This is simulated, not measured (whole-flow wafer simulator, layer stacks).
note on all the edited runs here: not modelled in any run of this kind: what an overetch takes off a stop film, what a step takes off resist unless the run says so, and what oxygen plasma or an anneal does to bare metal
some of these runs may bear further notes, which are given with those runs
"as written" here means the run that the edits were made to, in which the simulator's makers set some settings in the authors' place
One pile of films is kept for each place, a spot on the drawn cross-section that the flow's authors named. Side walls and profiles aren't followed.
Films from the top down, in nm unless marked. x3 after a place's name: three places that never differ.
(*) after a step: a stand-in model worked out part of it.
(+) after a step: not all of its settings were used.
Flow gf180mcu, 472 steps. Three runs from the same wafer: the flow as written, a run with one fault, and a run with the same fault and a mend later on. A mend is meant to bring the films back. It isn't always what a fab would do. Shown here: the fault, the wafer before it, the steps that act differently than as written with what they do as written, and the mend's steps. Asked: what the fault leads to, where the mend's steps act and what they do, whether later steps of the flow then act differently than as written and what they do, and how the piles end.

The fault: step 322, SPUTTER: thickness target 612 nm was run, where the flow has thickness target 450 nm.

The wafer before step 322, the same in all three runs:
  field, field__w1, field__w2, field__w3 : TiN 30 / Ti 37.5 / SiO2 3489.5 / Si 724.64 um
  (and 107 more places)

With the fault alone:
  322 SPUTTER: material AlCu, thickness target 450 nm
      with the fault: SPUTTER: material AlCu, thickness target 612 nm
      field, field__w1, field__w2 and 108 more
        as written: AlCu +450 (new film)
        with the fault: AlCu +612 (new film)
  Later steps of the flow that act differently than as written:
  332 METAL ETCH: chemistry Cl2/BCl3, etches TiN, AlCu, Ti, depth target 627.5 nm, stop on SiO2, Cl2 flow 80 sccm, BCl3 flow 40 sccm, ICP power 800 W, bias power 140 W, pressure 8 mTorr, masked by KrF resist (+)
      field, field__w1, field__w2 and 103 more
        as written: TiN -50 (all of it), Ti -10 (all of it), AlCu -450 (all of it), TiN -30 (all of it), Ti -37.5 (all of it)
        with the fault: TiN -50 (all of it), Ti -10 (all of it), AlCu -567.5
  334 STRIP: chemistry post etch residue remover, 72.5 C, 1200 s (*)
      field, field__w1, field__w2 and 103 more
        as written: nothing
        with the fault: AlCu -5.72
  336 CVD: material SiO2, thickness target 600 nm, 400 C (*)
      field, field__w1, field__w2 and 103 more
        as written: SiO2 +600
        with the fault: SiO2 +600 (new film)
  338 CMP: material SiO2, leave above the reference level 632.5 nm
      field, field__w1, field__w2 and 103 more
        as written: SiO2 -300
        with the fault: SiO2 -244.3
  At the end the piles differ from the flow's by more than 2% or 0.5 nm, whichever is larger, at field, field__w1, field__w2 and 109 more.
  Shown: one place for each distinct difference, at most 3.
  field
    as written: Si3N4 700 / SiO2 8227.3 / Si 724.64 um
    with the fault: Si3N4 700 / SiO2 4793.5 / AlCu 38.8 / TiN 30 / Ti 37.5 / SiO2 3489.5 / Si 724.64 um
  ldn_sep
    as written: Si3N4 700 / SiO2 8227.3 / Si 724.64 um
    with the fault: Si3N4 700 / SiO2 4793.5 / AlCu 38.8 / TiN 30 / Ti 37.5 / SiO2 3489.4 / Si 724.64 um
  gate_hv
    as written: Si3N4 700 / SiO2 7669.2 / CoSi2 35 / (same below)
    with the fault: Si3N4 700 / SiO2 4793.5 / AlCu 38.8 / TiN 30 / Ti 37.5 / SiO2 2931.3 / CoSi2 35 / (same below)

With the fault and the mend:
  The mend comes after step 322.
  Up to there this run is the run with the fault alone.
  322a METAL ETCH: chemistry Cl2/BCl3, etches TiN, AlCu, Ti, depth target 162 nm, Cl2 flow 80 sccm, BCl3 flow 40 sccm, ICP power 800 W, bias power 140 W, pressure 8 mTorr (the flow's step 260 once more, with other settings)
      field, field__w1, field__w2 and 108 more
        AlCu -162
  No later step of the flow acts differently than as written at any place that is followed.
  At the end the piles are the same as the flow's at every place that both follow.
